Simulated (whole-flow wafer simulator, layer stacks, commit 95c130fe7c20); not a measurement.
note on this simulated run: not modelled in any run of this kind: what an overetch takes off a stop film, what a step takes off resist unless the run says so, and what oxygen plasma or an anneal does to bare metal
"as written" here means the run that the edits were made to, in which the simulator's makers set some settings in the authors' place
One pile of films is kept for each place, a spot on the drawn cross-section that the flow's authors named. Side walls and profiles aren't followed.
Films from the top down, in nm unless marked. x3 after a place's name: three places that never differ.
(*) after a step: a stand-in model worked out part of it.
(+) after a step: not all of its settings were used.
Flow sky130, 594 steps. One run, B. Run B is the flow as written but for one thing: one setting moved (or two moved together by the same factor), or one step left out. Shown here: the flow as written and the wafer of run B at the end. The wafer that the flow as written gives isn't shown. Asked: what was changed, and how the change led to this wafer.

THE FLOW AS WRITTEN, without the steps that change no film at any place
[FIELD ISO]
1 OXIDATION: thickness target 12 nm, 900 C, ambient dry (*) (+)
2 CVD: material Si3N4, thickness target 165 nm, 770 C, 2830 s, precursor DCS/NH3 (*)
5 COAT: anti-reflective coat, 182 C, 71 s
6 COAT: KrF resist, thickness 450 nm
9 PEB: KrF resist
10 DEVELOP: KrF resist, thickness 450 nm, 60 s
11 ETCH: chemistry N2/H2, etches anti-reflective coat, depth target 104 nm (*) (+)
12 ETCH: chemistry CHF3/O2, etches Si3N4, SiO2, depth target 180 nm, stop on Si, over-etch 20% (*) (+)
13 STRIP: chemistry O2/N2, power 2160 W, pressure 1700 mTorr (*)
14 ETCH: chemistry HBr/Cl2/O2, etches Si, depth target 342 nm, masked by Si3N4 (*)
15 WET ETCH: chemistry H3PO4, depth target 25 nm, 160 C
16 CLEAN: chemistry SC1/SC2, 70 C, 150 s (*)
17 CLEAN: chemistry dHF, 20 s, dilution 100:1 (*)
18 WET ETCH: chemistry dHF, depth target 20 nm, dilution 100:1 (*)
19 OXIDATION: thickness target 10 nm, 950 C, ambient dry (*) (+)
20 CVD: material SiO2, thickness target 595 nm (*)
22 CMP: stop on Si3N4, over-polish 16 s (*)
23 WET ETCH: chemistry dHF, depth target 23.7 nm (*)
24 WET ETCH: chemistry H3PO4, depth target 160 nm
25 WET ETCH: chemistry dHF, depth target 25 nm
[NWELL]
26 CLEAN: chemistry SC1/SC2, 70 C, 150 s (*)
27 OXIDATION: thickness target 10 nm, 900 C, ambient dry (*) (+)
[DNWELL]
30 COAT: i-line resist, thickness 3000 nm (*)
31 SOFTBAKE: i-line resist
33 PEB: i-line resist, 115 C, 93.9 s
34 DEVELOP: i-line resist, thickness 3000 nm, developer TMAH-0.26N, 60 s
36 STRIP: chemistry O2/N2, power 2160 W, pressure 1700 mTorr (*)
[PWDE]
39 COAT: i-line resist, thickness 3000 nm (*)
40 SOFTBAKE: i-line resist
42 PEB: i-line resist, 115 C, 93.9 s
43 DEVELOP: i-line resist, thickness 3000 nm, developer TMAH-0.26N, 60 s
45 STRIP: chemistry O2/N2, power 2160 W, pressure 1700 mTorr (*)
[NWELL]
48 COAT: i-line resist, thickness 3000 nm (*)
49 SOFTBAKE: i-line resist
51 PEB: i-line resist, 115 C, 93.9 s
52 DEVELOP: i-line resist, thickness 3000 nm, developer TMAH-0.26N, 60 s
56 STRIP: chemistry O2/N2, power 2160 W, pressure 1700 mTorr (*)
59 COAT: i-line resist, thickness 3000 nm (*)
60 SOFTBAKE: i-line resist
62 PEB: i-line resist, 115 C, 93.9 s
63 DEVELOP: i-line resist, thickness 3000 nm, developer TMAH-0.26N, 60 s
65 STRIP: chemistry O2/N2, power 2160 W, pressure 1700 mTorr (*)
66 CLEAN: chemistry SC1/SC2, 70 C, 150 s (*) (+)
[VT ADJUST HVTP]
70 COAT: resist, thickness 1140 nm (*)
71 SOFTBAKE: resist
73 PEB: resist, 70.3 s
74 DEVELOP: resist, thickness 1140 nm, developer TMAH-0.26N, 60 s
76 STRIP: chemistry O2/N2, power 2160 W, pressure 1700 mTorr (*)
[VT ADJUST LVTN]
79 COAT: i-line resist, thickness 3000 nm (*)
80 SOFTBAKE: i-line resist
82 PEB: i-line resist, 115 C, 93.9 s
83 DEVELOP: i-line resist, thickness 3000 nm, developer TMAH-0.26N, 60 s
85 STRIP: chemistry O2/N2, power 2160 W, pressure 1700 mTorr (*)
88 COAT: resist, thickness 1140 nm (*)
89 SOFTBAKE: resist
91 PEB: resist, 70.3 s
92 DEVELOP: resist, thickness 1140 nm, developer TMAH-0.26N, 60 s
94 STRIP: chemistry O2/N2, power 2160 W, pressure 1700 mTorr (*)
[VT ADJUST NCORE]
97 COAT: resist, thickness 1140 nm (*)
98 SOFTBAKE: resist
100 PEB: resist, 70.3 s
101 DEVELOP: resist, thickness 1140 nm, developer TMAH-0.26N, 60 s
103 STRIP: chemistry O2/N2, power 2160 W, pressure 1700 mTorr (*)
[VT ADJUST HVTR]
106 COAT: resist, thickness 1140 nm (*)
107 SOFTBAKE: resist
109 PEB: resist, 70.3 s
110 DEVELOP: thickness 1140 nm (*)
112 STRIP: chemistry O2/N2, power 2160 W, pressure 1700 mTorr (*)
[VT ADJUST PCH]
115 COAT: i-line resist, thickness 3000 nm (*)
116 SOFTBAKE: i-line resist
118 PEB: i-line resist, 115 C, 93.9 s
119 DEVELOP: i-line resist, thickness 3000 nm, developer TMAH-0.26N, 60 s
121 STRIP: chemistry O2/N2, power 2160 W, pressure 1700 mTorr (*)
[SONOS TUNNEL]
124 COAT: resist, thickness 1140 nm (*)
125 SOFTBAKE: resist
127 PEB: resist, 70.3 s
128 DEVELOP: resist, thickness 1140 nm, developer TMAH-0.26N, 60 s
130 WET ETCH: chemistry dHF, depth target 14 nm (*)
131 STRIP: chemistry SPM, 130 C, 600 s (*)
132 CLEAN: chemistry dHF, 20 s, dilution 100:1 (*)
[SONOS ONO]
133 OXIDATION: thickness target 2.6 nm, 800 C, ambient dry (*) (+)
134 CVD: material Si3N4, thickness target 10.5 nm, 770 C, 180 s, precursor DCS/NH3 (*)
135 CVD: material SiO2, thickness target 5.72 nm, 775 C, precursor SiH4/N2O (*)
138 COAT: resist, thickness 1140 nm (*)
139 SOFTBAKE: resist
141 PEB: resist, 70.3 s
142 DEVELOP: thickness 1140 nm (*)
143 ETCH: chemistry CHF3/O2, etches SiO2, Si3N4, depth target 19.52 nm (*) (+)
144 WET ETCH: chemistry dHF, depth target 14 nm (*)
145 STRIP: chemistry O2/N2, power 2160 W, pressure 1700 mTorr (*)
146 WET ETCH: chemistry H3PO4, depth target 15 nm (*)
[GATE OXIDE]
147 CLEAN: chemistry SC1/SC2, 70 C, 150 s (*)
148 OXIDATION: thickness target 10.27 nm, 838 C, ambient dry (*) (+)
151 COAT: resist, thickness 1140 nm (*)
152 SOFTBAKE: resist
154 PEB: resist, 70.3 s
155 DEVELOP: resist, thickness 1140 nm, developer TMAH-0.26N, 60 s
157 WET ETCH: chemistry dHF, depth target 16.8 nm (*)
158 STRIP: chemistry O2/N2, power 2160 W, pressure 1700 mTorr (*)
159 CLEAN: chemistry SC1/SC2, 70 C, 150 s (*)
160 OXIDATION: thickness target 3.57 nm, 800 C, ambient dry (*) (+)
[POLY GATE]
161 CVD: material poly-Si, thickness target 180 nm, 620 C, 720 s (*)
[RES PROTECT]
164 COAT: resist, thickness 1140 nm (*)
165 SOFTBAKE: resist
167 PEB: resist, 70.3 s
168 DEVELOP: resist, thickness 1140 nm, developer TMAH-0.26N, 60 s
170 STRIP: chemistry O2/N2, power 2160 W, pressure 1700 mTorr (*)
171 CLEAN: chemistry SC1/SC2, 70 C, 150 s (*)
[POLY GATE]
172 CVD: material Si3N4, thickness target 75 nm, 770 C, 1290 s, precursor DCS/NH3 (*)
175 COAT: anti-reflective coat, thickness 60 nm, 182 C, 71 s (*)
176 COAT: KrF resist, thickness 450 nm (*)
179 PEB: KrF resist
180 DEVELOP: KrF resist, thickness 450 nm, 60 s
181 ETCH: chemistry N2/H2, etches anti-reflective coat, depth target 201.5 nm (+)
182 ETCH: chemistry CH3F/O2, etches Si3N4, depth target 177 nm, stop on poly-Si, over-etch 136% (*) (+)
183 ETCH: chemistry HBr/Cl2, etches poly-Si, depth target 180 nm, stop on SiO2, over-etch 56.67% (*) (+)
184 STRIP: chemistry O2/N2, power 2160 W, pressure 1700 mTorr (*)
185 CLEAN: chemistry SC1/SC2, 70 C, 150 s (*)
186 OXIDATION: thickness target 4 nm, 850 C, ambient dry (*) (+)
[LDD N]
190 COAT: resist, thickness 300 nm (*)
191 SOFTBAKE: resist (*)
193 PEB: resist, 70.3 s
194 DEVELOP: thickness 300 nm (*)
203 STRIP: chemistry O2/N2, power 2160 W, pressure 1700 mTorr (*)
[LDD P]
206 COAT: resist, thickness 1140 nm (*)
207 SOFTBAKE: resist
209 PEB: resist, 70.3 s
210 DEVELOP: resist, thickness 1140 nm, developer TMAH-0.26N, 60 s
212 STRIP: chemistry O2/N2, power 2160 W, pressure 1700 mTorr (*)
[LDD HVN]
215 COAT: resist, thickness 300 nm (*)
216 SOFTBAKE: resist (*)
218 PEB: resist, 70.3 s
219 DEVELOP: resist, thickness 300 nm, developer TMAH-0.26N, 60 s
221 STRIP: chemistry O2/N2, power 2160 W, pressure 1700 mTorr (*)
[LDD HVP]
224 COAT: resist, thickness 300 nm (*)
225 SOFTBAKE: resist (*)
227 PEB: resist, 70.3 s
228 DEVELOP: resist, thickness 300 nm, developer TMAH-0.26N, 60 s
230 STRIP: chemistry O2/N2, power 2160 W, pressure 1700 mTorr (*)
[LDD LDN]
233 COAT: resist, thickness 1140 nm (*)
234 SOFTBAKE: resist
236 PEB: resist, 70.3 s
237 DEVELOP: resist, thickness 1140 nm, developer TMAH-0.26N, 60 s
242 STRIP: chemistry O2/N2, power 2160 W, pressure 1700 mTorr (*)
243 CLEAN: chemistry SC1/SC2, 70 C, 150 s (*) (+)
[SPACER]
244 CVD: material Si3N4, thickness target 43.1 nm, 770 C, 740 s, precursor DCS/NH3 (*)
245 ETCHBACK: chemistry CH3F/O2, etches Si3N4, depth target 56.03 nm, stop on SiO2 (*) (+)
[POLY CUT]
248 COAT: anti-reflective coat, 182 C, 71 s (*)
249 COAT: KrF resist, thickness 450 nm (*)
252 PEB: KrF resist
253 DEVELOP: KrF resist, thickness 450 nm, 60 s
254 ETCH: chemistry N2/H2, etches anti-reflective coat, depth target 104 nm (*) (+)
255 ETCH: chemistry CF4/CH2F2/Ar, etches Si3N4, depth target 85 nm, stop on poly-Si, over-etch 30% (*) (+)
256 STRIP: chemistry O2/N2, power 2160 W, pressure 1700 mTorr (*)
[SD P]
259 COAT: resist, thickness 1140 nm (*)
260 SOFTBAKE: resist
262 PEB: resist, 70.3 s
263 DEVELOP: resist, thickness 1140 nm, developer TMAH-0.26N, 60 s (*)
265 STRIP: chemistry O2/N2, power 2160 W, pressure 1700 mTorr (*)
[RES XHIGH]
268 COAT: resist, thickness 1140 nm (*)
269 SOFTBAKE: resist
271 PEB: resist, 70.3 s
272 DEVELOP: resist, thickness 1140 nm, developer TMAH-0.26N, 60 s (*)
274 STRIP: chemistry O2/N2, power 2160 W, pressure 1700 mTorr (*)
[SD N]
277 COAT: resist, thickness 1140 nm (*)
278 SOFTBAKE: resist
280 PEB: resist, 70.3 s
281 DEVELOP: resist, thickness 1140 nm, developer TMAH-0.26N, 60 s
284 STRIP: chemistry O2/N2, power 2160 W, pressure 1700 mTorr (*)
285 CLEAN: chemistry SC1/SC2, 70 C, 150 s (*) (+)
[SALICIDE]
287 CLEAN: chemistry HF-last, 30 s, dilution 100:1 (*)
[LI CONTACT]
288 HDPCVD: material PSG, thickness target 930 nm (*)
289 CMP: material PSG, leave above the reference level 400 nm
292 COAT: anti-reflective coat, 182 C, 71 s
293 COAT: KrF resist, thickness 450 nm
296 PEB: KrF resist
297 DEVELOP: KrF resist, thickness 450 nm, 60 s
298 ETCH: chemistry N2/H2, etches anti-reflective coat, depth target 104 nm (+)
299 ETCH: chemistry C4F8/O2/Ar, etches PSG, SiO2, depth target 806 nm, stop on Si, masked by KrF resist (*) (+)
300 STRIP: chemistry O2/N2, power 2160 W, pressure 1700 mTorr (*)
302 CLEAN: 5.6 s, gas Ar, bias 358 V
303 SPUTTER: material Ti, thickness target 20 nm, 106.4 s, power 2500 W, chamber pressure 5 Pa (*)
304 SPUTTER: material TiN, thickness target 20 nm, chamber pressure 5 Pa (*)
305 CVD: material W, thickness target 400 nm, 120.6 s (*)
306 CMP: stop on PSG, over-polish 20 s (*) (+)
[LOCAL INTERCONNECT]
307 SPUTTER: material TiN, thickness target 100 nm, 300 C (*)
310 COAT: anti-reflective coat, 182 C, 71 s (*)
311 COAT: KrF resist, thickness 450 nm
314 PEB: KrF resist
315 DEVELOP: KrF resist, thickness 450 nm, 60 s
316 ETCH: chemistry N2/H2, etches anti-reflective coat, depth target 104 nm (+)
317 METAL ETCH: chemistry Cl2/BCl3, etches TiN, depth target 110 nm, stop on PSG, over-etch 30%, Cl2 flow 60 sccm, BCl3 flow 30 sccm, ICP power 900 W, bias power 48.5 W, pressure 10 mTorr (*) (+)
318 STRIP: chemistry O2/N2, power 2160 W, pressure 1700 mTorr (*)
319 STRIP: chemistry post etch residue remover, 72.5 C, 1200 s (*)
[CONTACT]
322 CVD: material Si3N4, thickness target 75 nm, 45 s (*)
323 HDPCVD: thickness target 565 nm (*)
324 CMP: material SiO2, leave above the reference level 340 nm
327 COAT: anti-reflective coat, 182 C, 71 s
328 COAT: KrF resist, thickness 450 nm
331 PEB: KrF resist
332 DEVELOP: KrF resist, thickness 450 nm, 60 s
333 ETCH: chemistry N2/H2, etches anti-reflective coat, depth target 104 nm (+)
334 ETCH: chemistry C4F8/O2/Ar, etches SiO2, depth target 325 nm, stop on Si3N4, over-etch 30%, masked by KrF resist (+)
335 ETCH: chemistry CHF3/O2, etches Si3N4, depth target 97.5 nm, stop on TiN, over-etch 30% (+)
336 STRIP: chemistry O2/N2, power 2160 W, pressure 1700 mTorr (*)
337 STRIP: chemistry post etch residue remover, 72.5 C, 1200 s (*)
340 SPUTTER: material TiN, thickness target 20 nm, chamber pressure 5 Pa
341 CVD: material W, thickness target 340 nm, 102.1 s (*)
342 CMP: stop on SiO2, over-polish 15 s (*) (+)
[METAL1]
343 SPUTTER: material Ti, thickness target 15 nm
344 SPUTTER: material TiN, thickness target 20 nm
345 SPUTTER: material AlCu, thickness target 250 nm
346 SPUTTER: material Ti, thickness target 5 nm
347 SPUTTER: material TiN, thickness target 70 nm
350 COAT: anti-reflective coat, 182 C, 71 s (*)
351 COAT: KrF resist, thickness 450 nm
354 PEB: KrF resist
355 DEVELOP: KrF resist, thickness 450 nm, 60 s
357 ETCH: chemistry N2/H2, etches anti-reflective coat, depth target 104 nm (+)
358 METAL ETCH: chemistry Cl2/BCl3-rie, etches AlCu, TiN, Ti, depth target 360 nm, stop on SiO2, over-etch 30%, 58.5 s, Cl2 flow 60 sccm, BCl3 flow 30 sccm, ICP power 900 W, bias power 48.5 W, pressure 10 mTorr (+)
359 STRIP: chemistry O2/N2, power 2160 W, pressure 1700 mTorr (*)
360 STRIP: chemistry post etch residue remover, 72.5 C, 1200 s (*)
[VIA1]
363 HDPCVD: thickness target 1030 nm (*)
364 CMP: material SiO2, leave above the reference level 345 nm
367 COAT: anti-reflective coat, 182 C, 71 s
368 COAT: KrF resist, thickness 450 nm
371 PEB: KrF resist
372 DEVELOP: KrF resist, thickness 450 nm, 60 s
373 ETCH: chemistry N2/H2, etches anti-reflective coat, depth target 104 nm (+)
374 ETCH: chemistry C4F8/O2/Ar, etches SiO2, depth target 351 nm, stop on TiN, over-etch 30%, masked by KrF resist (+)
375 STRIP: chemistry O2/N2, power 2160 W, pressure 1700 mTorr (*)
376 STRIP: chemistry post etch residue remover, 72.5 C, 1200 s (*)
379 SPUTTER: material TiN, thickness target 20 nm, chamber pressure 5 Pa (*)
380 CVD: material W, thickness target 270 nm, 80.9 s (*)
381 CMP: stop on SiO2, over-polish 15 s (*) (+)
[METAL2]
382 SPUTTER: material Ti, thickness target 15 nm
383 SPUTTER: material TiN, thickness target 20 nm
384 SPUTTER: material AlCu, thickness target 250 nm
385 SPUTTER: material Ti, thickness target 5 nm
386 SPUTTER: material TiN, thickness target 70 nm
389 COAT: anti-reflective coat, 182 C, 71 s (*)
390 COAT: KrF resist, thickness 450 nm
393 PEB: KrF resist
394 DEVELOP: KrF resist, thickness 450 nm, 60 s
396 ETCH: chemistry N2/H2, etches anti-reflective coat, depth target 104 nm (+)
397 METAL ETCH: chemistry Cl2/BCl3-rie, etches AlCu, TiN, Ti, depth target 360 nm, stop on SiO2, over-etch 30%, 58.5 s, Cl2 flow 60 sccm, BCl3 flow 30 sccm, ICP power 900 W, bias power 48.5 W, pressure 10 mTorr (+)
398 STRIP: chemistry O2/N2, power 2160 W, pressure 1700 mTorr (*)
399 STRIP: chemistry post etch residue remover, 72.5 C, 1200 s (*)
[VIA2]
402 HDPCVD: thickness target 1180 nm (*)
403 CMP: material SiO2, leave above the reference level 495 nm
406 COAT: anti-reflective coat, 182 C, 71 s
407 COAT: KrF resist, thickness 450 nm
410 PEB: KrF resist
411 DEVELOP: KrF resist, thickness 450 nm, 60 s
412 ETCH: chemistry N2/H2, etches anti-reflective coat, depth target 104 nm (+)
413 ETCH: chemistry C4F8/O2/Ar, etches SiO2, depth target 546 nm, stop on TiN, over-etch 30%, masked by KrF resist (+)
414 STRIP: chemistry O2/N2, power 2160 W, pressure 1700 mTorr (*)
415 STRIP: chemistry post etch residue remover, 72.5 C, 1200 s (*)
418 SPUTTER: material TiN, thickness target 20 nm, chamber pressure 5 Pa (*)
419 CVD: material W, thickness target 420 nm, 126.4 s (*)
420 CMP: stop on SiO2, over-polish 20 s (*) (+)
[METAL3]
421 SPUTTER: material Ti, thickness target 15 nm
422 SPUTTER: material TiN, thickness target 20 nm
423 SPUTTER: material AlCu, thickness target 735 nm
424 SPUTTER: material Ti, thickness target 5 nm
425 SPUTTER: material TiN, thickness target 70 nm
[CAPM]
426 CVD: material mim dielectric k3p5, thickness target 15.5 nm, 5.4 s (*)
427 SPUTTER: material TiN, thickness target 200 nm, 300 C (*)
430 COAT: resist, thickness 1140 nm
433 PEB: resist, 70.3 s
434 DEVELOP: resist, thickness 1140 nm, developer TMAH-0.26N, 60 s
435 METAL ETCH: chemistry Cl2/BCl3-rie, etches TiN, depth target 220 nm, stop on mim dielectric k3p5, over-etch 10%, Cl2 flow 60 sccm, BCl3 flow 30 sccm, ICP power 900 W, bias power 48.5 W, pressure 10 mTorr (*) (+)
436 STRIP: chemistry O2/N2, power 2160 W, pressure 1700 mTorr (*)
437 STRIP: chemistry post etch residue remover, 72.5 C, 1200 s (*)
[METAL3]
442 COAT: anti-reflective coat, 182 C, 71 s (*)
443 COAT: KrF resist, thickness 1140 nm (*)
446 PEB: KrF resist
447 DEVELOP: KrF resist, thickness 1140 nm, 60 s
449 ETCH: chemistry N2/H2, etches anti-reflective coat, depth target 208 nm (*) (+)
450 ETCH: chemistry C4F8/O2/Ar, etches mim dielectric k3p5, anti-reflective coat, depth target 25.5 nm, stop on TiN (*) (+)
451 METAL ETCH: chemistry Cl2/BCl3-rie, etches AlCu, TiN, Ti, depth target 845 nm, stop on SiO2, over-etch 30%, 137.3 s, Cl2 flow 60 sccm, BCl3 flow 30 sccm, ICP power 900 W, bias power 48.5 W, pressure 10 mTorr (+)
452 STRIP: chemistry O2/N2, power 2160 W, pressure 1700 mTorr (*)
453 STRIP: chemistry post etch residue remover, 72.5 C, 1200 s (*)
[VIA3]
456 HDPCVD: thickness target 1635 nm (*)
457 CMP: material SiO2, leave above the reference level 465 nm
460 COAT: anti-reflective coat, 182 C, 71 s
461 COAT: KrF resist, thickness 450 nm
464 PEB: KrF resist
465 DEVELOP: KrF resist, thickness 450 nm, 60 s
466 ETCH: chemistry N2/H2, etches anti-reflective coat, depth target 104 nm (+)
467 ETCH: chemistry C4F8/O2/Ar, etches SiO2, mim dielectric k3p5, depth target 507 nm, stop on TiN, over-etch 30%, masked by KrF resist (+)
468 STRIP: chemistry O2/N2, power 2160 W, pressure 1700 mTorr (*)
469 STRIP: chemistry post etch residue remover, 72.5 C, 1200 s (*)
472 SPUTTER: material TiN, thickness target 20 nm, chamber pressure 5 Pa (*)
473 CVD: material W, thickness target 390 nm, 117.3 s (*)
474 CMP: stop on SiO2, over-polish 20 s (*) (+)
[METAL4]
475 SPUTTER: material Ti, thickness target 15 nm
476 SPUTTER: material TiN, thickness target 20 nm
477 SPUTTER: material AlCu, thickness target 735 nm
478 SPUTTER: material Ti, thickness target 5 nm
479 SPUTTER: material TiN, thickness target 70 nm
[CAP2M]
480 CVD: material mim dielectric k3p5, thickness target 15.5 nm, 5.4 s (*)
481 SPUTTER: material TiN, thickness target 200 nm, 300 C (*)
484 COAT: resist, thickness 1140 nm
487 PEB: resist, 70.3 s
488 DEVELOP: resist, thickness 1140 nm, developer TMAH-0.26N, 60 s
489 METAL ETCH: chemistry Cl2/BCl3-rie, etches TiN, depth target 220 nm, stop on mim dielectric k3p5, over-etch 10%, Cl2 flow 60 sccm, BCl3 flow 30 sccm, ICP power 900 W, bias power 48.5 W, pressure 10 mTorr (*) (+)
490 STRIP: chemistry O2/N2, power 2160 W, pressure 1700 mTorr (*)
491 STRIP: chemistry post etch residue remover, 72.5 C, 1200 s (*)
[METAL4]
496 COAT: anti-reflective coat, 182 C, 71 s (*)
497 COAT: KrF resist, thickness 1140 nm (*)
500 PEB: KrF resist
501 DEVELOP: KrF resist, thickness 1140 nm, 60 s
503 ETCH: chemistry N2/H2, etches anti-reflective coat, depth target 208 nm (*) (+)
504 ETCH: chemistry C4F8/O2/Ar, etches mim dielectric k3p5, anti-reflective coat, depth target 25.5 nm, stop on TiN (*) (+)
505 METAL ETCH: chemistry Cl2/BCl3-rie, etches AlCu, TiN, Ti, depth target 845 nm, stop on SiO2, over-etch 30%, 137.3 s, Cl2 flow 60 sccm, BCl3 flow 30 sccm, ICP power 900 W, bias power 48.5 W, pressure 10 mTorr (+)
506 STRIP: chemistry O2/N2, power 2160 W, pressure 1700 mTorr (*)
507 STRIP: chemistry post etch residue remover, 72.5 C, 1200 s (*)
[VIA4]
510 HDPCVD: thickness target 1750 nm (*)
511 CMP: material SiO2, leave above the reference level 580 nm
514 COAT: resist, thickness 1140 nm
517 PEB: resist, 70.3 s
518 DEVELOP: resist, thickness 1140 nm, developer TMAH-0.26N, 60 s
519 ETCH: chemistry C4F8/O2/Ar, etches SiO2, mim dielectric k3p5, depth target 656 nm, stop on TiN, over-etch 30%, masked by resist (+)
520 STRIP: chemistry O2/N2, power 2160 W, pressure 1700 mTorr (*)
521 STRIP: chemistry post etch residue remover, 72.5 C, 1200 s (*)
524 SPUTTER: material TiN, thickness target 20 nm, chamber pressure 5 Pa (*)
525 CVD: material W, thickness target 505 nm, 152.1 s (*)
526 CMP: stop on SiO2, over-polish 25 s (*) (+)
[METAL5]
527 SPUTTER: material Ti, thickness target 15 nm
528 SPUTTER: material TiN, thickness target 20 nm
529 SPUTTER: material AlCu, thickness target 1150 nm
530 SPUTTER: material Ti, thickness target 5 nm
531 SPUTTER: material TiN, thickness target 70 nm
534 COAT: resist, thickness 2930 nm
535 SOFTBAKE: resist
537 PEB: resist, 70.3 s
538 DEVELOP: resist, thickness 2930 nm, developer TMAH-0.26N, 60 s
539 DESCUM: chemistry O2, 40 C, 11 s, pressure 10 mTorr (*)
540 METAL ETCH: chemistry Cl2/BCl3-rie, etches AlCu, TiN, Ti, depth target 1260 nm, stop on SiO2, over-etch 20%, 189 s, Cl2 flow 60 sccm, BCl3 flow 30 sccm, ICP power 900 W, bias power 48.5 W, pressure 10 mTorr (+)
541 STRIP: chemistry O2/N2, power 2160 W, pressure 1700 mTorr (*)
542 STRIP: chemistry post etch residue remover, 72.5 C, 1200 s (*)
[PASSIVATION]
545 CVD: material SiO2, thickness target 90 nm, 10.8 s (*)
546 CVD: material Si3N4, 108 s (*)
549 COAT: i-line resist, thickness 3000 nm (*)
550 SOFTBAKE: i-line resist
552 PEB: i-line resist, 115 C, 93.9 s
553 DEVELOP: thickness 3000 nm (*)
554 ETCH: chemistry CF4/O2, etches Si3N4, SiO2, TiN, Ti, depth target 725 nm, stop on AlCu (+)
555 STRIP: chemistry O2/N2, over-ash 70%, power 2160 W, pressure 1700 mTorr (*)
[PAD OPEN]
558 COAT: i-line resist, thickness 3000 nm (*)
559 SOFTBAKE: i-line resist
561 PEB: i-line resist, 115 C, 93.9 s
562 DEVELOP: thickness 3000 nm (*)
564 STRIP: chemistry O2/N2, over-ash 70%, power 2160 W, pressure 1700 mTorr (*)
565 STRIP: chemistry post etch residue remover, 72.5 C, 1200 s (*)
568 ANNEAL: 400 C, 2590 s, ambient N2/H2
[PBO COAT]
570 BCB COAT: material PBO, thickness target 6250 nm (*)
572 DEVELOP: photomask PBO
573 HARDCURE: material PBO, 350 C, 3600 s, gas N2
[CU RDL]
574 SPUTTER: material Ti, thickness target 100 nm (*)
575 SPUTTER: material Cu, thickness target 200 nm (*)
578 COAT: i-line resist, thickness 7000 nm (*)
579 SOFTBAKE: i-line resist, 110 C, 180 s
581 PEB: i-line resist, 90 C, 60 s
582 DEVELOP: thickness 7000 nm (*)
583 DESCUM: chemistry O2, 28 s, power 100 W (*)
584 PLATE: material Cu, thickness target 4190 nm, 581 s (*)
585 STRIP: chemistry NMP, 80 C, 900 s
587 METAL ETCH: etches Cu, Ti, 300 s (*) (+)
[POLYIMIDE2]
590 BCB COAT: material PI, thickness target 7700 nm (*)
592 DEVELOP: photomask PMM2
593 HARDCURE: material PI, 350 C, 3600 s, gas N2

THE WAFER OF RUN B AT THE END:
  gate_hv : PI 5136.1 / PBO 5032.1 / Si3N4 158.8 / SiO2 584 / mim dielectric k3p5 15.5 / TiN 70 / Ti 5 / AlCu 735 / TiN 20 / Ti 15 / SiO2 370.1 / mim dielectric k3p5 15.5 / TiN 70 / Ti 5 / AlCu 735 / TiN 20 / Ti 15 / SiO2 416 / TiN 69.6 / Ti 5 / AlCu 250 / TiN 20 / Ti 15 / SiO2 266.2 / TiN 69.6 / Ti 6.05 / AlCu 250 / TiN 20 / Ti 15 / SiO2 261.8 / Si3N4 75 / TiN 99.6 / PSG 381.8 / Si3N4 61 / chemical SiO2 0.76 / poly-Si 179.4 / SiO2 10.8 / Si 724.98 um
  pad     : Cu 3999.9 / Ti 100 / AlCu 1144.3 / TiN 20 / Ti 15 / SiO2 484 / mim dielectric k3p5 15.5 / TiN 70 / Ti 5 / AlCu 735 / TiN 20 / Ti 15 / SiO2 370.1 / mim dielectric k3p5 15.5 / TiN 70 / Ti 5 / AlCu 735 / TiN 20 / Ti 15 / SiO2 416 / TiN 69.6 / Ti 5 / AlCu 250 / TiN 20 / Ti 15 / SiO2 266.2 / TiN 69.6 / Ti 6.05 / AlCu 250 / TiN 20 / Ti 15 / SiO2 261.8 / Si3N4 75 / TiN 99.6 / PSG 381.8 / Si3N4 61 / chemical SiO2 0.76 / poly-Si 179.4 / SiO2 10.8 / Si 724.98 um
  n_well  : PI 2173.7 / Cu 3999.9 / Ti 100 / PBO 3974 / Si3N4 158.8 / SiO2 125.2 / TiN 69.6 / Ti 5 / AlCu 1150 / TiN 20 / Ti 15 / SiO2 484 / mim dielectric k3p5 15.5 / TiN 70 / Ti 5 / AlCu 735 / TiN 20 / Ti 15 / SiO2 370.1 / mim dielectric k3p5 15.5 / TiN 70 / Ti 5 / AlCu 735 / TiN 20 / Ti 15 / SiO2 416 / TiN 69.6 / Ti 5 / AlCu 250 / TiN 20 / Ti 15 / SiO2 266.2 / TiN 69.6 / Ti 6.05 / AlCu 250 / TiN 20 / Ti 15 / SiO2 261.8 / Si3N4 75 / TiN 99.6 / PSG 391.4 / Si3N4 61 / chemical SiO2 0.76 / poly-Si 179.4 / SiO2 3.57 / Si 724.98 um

The cause: step 346, SPUTTER: thickness target 6.05 nm was run, where the flow has thickness target 5 nm.
It can be read off the wafer: gate_hv has Ti 6.05, and step 346 as written asks for 5 nm.

How the change led to this, step by step:
  346 SPUTTER: material Ti, thickness target 5 nm
      field, active, n_well and 188 more: Ti +6.05 (new film) (as written it would be: Ti +5 (new film))
  358 METAL ETCH: chemistry Cl2/BCl3-rie, etches AlCu, TiN, Ti, depth target 360 nm, stop on SiO2, over-etch 30%, 58.5 s, Cl2 flow 60 sccm, BCl3 flow 30 sccm, ICP power 900 W, bias power 48.5 W, pressure 10 mTorr (+)
      field, active, gate and 81 more: TiN -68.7 (all of it), Ti -6.05 (all of it), AlCu -250 (all of it), TiN -20 (all of it), Ti -15 (all of it), SiO2 -10.8 (as written it would be: TiN -68.7 (all of it), Ti -5 (all of it), AlCu -250 (all of it), TiN -20 (all of it), Ti -15 (all of it), SiO2 -10.9)
